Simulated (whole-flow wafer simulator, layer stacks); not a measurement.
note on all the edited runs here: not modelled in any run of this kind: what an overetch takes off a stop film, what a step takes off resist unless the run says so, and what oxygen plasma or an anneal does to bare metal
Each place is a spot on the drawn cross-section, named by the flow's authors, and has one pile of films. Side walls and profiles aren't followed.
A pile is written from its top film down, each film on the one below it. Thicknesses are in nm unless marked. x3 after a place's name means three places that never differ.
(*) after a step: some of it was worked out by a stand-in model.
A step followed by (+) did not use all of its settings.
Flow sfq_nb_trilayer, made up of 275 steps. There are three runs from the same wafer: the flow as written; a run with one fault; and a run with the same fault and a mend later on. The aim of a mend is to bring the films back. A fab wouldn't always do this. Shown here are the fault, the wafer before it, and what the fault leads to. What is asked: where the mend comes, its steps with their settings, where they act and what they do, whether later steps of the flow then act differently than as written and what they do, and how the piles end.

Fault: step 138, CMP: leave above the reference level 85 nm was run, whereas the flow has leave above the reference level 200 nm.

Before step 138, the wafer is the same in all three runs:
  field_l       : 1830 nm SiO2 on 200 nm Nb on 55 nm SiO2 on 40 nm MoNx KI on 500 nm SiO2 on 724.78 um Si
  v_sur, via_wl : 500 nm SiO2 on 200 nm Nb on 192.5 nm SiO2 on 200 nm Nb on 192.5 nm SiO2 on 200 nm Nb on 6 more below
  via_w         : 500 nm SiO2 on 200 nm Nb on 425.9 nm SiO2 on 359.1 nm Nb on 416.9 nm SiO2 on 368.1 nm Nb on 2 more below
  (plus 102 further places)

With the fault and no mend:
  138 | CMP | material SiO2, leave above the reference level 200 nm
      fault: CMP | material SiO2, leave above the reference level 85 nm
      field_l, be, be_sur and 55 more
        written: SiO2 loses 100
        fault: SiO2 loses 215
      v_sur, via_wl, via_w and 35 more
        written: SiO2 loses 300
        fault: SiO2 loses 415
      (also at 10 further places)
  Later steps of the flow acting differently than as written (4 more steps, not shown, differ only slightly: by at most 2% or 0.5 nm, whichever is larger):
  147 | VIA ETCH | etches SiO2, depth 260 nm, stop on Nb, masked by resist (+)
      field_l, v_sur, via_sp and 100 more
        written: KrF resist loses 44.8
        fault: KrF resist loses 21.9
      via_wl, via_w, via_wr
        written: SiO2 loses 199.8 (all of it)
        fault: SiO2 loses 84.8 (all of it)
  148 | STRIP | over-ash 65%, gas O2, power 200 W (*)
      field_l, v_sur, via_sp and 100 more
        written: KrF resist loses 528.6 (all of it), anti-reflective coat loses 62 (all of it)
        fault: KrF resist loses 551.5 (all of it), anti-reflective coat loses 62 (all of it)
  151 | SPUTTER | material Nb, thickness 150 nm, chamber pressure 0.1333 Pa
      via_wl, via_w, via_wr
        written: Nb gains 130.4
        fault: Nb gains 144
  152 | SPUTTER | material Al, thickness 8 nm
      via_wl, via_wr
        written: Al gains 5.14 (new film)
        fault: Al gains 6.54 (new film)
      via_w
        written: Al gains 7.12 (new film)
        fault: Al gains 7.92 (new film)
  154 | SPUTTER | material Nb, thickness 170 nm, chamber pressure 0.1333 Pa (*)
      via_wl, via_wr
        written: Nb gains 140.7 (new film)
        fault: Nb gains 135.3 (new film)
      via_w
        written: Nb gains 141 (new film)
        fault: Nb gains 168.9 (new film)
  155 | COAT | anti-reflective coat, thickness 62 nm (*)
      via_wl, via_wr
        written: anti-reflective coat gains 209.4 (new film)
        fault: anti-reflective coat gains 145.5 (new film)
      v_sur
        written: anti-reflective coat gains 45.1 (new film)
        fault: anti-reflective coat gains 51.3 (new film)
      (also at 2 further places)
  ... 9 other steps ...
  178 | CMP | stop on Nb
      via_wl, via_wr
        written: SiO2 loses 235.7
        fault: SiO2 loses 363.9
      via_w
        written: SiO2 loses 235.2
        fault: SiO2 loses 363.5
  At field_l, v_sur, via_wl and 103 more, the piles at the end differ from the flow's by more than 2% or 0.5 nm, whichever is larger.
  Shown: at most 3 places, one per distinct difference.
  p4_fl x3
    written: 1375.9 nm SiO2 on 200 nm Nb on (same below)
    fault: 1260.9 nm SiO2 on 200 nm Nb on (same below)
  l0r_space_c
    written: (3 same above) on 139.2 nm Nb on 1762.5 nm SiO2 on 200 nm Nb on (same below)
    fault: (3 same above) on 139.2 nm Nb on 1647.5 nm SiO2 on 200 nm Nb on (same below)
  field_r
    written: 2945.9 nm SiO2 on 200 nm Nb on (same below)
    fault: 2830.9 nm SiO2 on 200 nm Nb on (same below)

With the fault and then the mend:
  The mend stands after step 145.
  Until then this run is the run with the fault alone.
  145a | STRIP | over-ash 65%, gas O2, power 200 W (*)
      field_l, v_sur, via_sp and 100 more
        KrF resist loses 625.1 (all of it), anti-reflective coat loses 62 (all of it)
      via_wl, via_w, via_wr
        anti-reflective coat loses 62 (all of it)
  145b | PECVD | material SiO2, thickness 115 nm, 150 C, 25.56 s, RF power 183.3 W, pressure 2.4 Torr, precursor SiH4/N2O (a further turn of the flow's step 137, with different settings)
      field_l, v_sur, via_wl and 103 more
        SiO2 gains 115
  145c | COAT | anti-reflective coat, thickness 62 nm (a further turn of the flow's step 140)
      field_l, v_sur, via_wl and 103 more
        anti-reflective coat gains 62 (new film)
  145d | COAT | KrF resist, thickness 650 nm (a further turn of the flow's step 141)
      field_l, v_sur, via_wl and 103 more
        KrF resist gains 650 (new film)
  145e | SOFTBAKE | KrF resist (a further turn of the flow's step 142)
      does not change any film at any place that is followed
  145f | EXPOSE | photomask I4, dose 11.93 mJ/cm2, NA 0.6, wavelength 248 nm (*) (a further turn of the flow's step 143)
      does not change any film at any place that is followed
  145g | PEB | KrF resist, 90 s (a further turn of the flow's step 144)
      field_l, v_sur, via_wl and 103 more
        KrF resist loses 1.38
  145h | DEVELOP | KrF resist, thickness 650 nm, 60 s (a further turn of the flow's step 145)
      field_l, v_sur, via_sp and 100 more
        KrF resist loses 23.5
      via_wl, via_w, via_wr
        KrF resist loses 648.6 (all of it)
  Every later step of the flow that is run acts as written, at every place that is followed, to within 2% or 0.5 nm, whichever is larger.
  At every place that both follow, the piles at the end match the flow's.
